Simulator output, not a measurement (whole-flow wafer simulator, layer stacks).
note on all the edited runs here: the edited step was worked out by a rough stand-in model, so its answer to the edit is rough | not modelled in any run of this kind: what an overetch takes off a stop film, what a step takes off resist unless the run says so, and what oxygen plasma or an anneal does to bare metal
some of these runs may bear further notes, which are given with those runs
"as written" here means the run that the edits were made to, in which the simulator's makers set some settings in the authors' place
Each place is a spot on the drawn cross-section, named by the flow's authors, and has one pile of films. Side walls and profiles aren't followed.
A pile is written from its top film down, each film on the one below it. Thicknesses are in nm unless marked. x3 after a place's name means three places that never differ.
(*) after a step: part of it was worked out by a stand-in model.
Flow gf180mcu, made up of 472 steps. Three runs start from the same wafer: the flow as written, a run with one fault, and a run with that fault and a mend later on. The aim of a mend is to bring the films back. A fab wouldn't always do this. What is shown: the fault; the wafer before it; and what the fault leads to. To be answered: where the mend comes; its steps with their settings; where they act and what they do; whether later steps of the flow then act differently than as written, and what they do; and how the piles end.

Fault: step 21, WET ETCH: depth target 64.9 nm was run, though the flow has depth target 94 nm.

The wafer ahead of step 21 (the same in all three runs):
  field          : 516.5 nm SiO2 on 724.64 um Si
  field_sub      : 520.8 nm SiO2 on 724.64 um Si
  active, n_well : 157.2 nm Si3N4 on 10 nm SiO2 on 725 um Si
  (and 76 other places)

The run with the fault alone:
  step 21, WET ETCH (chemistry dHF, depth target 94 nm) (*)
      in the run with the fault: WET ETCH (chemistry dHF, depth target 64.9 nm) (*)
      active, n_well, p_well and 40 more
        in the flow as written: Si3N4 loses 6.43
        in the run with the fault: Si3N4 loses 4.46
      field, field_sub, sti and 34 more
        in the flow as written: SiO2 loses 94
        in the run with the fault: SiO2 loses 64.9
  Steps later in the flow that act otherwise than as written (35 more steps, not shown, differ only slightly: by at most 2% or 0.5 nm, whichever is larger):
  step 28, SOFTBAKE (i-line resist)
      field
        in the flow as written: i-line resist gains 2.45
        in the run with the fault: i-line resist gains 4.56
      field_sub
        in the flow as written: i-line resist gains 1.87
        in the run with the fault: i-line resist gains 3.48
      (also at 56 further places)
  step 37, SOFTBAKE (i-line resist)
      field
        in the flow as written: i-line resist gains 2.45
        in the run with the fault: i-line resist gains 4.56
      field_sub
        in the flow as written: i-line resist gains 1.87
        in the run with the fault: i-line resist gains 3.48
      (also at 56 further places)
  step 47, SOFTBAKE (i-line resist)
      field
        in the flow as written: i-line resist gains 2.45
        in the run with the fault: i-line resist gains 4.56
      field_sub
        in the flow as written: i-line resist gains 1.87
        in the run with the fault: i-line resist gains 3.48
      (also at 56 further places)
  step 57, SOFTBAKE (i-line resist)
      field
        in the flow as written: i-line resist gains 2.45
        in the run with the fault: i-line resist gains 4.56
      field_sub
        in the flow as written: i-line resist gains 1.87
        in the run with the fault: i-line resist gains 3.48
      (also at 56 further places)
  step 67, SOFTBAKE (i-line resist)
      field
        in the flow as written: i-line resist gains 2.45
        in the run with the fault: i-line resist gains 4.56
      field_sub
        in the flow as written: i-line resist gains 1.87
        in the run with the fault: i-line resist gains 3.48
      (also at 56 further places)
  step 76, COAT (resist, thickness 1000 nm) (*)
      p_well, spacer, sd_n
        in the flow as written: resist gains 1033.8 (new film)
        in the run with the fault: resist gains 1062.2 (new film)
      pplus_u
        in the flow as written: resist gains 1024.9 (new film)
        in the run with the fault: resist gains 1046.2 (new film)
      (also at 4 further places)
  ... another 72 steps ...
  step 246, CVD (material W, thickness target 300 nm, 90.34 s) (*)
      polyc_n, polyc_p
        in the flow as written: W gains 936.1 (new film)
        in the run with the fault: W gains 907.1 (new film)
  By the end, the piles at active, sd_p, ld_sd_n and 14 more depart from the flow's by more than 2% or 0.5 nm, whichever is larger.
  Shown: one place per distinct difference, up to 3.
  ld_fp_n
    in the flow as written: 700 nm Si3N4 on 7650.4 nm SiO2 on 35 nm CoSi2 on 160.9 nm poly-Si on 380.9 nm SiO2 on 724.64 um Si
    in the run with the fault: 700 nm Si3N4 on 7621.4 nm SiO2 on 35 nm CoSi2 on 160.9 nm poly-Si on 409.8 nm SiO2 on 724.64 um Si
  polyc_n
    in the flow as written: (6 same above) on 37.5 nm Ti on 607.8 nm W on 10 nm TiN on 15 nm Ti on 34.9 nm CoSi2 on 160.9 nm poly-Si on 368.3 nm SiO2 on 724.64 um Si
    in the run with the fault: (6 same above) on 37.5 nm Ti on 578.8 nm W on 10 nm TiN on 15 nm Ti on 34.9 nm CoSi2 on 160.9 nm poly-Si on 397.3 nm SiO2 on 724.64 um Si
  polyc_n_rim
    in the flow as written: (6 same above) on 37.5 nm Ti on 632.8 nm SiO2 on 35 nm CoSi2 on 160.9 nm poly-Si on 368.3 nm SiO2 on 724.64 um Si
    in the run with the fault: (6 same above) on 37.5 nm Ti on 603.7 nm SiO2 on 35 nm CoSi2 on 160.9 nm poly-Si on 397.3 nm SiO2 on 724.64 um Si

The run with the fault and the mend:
  The mend stands after step 21.
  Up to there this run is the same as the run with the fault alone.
  step 21a, WET ETCH (chemistry dHF, depth target 29.1 nm) (the flow's step 21, run once more with other settings)
      field, field_sub, sti and 34 more
        SiO2 loses 29.1
  Later steps of the flow that are run all act as written at every place that is followed, up to a difference of at most 2% or 0.5 nm, whichever is larger.
  The piles end the same as the flow's at every place that both follow.
